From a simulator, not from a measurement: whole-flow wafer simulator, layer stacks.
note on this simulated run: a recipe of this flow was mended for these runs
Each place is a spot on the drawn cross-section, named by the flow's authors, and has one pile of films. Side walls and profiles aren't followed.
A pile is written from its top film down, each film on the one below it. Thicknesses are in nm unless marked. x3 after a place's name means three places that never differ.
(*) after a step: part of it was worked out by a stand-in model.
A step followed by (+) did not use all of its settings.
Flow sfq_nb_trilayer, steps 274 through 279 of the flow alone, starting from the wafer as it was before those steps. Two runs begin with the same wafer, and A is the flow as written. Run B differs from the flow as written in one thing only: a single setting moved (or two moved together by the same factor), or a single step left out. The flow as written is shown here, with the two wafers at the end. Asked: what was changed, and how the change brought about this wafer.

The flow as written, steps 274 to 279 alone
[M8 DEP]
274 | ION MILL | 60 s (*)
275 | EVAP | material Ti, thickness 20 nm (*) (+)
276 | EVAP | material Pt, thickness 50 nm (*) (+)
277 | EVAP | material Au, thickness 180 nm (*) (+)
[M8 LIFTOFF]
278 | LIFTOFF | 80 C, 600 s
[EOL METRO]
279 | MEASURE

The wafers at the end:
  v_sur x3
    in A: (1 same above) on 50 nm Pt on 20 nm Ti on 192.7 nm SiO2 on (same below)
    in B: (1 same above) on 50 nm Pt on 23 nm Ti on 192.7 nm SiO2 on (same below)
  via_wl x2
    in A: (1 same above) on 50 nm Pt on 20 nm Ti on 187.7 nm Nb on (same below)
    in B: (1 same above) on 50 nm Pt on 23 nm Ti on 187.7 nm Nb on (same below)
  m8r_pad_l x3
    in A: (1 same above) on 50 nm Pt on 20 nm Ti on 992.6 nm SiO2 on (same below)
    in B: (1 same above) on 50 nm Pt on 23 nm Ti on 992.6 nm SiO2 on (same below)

Cause: step 275, EVAP: thickness 23 nm was run, while the flow as written has thickness 20 nm.
The wafer itself shows it: v_sur x3 has Ti 23, and step 275 as written asks for 20 nm.

The path from the change to this, step by step:
  275 | EVAP | material Ti, thickness 20 nm (*) (+)
      field_l, v_sur x3, via_wl x2 and 100 more: A Ti gains 20 (new film) | B Ti gains 23 (new film)
  278 | LIFTOFF | 80 C, 600 s
      p4_fl x5, p4_w1 x9, p3_s0 x11 and 49 more: A Au loses 180 (all of it), Pt loses 50 (all of it), Ti loses 20 (all of it), KrF-resist-other-grade loses 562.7 (all of it), lift-off-underlayer loses 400 (all of it) | B Au loses 180 (all of it), Pt loses 50 (all of it), Ti loses 23 (all of it), KrF-resist-other-grade loses 562.7 (all of it), lift-off-underlayer loses 400 (all of it)
      r_sur, res, r_end: A Au loses 180 (all of it), Pt loses 50 (all of it), Ti loses 20 (all of it), KrF-resist-other-grade loses 559.9 (all of it), lift-off-underlayer loses 399.5 (all of it) | B Au loses 180 (all of it), Pt loses 50 (all of it), Ti loses 23 (all of it), KrF-resist-other-grade loses 559.9 (all of it), lift-off-underlayer loses 399.5 (all of it)
      (as well as at 18 more places)
